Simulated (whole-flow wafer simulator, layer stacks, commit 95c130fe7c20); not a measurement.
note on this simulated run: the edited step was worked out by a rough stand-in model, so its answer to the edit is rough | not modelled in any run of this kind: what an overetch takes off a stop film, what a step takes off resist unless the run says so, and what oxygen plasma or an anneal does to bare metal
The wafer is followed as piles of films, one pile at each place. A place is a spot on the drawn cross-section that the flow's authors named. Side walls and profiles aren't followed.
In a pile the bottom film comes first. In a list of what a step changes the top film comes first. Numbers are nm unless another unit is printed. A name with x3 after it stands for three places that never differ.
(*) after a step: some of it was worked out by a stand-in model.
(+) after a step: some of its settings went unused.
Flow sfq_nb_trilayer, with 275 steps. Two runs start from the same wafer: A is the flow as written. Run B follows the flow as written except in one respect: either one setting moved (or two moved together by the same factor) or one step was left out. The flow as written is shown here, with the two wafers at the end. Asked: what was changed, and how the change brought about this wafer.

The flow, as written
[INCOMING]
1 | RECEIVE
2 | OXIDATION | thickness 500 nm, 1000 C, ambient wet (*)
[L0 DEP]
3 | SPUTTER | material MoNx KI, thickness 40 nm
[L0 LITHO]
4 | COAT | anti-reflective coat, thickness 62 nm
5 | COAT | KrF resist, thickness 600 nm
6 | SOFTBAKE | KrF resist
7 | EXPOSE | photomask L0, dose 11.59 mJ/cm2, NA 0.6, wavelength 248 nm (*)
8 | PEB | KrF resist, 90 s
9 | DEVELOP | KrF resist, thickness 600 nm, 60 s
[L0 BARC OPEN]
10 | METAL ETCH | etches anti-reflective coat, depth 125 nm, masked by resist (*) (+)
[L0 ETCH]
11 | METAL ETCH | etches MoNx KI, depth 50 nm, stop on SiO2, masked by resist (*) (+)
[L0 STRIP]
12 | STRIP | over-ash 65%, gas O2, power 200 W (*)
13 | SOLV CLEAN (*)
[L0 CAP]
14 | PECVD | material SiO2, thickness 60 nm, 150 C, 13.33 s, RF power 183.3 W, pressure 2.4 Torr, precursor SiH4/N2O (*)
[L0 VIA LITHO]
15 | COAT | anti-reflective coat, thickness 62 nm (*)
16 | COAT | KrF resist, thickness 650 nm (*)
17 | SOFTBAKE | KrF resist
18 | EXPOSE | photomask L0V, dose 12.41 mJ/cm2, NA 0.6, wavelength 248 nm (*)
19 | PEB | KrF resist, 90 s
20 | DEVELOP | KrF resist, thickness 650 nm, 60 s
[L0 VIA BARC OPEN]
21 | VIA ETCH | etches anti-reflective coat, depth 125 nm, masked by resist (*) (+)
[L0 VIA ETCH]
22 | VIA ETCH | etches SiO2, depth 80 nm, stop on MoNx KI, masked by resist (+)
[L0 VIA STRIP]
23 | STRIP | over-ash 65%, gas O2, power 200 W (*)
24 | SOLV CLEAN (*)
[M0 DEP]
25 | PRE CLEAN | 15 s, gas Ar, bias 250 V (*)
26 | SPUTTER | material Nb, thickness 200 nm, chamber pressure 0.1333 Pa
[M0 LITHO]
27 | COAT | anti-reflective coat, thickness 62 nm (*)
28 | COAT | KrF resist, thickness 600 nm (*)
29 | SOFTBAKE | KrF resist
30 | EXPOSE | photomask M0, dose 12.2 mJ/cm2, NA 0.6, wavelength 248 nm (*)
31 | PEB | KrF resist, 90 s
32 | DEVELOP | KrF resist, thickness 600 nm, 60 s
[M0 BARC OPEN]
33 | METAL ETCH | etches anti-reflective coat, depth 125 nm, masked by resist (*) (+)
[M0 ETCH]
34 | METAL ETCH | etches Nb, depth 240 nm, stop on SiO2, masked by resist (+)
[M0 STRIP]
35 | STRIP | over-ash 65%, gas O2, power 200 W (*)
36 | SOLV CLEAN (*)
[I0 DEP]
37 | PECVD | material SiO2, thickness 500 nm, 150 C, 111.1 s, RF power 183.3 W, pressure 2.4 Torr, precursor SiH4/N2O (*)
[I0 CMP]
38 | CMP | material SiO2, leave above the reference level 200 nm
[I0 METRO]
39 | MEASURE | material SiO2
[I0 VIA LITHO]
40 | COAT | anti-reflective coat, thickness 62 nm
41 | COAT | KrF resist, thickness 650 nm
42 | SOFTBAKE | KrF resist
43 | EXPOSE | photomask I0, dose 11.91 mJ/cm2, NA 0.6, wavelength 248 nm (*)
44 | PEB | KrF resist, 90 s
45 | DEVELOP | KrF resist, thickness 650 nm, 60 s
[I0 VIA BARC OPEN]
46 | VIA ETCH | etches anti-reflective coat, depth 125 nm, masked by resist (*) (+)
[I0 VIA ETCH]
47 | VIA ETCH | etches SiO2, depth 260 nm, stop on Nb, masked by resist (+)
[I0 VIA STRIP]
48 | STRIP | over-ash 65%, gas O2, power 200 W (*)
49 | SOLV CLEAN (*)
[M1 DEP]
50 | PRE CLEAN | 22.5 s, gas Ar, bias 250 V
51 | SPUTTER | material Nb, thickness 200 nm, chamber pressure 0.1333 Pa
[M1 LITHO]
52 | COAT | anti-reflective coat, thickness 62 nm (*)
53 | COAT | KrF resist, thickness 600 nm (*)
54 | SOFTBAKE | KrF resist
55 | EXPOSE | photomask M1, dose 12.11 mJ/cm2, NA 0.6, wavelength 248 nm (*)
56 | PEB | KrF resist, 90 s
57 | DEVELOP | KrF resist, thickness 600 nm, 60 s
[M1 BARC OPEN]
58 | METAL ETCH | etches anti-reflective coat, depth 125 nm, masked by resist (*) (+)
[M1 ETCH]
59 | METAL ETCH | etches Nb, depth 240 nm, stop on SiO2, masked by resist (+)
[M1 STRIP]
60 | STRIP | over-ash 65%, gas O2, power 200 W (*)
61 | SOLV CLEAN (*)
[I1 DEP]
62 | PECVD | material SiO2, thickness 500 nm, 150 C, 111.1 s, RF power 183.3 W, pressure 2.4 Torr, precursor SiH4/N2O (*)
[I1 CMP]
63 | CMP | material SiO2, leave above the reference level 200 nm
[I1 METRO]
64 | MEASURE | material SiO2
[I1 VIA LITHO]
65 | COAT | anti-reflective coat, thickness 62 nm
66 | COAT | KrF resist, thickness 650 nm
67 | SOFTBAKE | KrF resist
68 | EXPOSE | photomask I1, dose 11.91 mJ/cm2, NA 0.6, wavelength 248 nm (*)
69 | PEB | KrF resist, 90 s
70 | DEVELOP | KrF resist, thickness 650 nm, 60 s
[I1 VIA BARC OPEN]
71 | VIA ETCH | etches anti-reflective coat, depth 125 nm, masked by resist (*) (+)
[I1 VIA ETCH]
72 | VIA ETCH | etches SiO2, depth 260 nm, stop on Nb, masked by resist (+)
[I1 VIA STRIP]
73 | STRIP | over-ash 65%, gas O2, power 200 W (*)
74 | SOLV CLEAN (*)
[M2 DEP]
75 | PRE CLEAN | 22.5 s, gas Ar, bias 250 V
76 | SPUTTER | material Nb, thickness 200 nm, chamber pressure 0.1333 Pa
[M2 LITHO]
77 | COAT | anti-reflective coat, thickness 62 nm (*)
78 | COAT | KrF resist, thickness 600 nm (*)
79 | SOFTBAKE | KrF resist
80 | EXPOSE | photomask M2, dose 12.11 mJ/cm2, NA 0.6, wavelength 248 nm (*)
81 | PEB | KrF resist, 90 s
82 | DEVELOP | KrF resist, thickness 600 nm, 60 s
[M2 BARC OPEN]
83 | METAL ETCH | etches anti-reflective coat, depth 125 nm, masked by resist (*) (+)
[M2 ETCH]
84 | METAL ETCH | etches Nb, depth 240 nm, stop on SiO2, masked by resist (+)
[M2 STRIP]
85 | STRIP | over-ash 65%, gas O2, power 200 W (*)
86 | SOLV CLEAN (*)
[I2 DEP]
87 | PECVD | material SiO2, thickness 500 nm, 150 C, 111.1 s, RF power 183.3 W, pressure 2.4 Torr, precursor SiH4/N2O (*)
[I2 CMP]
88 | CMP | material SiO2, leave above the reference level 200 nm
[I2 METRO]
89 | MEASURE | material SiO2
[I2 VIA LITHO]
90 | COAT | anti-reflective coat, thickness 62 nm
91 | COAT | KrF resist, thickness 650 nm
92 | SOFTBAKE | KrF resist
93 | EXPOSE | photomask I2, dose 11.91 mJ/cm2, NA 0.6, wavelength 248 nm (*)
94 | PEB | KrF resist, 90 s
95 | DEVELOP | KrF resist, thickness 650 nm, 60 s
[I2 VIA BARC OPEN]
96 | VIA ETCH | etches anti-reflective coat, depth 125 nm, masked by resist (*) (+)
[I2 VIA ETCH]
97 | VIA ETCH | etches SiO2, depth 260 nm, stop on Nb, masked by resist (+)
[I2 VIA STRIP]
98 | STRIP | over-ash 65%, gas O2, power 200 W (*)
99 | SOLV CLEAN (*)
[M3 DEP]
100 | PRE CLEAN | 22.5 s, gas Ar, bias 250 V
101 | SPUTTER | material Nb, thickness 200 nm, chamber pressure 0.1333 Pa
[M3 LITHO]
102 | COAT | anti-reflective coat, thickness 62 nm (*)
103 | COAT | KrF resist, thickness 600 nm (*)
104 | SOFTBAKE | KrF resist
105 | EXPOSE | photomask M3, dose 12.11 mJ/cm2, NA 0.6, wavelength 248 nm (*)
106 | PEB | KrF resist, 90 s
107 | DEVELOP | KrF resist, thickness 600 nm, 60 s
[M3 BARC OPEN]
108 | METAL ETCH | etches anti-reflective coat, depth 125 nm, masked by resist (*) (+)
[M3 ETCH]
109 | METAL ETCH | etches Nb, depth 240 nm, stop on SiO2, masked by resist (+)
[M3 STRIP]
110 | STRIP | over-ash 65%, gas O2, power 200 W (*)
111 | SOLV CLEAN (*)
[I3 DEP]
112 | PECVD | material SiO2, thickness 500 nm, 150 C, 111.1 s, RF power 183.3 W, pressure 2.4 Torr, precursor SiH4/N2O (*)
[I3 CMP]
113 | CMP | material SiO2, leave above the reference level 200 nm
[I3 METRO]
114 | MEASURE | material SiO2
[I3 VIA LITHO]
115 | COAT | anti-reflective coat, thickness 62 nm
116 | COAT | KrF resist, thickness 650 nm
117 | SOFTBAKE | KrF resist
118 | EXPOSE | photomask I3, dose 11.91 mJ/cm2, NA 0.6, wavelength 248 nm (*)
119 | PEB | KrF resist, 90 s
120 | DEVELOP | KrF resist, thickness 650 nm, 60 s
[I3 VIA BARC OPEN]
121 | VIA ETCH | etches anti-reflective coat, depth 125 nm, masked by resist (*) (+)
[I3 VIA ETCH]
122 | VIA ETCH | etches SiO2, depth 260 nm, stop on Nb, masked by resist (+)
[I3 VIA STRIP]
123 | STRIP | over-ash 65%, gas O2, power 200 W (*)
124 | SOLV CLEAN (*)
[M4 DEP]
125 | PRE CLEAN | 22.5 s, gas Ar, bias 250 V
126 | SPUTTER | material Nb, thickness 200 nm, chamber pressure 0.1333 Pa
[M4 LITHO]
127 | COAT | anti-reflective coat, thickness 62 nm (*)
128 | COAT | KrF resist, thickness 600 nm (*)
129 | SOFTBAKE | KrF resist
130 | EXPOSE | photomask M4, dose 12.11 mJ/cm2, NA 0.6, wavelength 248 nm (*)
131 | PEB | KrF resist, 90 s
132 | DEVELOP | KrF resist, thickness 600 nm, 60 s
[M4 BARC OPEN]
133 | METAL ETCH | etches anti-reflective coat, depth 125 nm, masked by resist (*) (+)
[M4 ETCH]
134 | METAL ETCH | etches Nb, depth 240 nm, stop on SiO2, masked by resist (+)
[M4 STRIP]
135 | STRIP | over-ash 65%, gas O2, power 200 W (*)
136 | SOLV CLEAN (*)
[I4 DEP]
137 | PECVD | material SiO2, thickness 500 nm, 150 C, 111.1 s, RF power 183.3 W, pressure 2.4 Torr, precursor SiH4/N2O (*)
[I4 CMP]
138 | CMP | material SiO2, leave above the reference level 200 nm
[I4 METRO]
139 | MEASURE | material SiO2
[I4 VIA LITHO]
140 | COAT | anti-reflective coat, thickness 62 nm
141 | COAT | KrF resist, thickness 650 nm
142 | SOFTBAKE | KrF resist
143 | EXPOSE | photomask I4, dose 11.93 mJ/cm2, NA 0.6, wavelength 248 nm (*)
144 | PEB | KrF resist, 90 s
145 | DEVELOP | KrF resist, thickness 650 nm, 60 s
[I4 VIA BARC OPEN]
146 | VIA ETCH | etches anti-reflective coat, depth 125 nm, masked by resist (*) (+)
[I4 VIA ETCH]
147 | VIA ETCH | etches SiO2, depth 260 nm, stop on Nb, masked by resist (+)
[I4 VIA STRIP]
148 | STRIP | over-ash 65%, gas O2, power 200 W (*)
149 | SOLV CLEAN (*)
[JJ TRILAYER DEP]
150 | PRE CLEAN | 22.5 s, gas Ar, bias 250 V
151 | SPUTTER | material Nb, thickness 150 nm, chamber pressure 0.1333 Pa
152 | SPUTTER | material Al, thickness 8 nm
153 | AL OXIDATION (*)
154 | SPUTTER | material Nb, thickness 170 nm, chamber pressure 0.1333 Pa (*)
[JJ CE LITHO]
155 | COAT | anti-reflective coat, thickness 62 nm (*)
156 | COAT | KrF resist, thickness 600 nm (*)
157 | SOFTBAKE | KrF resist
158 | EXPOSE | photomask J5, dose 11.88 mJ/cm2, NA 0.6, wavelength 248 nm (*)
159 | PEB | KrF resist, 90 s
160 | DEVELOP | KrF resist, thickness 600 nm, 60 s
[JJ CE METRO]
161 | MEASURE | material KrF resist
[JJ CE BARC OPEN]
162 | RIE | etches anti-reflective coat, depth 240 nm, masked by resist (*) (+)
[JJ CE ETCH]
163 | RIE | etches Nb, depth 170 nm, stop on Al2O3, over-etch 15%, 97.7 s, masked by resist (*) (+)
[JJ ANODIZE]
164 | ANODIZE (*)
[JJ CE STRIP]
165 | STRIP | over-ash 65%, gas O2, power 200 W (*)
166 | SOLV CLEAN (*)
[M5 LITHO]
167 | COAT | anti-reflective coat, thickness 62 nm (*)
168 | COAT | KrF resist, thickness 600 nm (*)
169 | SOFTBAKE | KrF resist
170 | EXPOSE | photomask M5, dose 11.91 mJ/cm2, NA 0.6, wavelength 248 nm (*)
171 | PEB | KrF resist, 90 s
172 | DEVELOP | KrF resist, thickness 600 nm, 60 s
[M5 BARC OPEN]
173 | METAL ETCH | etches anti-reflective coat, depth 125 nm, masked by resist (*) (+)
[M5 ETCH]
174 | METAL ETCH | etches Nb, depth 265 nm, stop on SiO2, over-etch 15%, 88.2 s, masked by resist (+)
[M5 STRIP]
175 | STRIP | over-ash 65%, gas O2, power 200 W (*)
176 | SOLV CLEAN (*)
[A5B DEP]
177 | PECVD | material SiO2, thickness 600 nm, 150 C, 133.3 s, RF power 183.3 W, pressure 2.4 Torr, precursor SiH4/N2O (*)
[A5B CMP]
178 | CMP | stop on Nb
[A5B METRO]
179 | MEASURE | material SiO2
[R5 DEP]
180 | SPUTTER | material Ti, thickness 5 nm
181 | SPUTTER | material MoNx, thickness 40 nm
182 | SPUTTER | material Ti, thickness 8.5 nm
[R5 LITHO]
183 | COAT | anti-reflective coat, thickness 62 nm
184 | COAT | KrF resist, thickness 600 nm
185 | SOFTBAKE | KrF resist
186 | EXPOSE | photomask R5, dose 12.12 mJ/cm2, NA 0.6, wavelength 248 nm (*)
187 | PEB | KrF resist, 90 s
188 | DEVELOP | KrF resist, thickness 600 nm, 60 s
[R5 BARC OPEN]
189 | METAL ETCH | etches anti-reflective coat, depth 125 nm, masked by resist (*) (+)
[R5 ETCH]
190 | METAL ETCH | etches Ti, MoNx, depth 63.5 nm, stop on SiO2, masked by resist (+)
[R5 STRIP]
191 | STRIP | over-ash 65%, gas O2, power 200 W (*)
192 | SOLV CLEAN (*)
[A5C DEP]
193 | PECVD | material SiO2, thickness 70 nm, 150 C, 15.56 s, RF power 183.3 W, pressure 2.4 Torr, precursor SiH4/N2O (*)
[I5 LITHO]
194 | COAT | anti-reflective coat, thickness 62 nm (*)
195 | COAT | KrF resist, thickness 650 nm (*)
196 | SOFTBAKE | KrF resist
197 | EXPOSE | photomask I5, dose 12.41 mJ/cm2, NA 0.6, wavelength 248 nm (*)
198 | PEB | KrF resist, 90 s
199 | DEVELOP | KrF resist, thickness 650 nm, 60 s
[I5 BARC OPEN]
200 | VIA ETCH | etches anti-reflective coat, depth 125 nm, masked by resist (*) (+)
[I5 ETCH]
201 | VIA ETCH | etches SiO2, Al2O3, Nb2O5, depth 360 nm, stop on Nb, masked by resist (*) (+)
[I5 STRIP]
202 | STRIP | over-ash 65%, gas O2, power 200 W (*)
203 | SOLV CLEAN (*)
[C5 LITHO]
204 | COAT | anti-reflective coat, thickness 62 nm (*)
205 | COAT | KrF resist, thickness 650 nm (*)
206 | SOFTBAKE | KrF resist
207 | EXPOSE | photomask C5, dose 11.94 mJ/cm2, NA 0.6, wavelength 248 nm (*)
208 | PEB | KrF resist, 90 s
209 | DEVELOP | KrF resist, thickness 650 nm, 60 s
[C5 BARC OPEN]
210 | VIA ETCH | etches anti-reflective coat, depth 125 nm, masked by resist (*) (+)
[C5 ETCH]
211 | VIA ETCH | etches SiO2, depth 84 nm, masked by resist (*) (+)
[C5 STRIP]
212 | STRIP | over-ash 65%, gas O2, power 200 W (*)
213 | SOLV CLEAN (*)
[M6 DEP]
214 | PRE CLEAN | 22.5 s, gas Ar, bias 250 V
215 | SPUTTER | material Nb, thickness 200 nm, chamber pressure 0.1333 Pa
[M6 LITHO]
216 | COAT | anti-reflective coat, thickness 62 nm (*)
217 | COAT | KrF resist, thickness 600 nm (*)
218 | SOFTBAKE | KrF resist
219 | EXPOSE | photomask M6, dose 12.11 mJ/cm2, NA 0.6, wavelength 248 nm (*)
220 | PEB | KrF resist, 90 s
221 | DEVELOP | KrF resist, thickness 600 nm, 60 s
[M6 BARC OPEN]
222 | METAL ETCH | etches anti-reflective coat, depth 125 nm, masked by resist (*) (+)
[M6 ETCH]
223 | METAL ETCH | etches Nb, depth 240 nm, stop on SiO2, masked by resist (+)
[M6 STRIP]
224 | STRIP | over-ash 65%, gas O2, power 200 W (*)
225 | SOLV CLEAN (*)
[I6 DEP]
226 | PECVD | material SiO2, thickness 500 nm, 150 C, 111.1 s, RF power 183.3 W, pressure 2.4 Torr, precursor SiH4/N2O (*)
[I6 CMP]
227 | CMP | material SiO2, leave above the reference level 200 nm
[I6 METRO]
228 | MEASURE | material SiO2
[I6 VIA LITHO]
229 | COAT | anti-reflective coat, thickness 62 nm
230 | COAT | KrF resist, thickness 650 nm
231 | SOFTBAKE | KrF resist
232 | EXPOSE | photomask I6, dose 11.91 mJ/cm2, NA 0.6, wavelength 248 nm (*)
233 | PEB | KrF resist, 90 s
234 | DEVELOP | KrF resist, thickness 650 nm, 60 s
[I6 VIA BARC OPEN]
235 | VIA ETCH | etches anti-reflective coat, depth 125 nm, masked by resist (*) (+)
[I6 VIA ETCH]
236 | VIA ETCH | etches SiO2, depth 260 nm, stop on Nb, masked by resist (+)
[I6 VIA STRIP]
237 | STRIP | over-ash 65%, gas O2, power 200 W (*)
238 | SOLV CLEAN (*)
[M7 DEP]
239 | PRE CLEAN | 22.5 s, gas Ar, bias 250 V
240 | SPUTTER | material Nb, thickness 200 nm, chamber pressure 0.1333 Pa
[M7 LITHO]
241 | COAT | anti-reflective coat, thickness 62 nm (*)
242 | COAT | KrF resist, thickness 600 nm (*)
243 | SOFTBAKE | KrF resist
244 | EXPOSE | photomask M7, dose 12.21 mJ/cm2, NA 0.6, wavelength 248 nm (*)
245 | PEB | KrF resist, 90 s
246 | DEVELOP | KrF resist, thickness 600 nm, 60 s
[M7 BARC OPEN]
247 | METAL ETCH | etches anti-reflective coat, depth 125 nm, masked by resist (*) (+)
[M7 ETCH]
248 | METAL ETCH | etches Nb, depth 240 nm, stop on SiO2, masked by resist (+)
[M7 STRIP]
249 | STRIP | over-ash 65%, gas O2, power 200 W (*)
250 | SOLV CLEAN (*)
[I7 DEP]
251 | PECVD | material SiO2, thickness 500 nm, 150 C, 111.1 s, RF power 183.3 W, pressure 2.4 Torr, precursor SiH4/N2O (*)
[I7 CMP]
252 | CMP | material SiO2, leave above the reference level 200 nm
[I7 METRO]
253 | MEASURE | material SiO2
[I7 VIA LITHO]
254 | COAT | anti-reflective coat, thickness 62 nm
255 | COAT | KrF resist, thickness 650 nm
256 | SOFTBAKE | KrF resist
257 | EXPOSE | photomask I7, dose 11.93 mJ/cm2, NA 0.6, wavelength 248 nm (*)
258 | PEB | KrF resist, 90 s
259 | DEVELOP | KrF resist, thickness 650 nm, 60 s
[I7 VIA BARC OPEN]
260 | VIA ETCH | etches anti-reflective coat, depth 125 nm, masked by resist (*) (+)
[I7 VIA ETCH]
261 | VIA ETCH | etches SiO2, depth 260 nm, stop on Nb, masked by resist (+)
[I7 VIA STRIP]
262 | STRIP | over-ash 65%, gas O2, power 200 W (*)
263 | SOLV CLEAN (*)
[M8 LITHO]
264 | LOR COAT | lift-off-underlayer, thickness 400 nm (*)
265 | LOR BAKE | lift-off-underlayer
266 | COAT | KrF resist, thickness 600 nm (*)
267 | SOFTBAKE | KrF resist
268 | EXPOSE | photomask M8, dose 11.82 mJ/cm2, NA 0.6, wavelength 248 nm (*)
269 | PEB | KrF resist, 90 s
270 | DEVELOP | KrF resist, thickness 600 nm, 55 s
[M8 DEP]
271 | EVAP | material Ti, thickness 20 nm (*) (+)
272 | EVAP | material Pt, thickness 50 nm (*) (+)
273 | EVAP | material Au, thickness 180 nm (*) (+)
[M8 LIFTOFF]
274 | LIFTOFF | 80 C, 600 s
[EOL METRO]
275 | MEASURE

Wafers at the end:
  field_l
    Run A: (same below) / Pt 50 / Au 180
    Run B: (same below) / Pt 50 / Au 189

Cause: step 273, EVAP: thickness 189 nm was run, whereas the flow has thickness 180 nm.
The wafer lets one read it off: field_l has Au 189, and step 273 as written asks for 180 nm.

Step by step, how the change led to this:
  273 | EVAP | material Au, thickness 180 nm (*) (+)
      field_l, v_sur, via_wl and 103 more: A +180 Au (new film) | B +189 Au (new film)
  274 | LIFTOFF | 80 C, 600 s
      p4_fl, p4_fm, p4_w1 and 71 more: A -180 Au (all of it), -50 Pt (all of it), -20 Ti (all of it), -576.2 KrF resist (all of it), -400 lift-off-underlayer (all of it) | B -189 Au (all of it), -50 Pt (all of it), -20 Ti (all of it), -576.2 KrF resist (all of it), -400 lift-off-underlayer (all of it)
      c5j, ce_r: A -180 Au (all of it), -50 Pt (all of it), -20 Ti (all of it), -573.3 KrF resist (all of it), -399.3 lift-off-underlayer (all of it) | B -189 Au (all of it), -50 Pt (all of it), -20 Ti (all of it), -573.3 KrF resist (all of it), -399.3 lift-off-underlayer (all of it)
      (as well as at 19 more places)
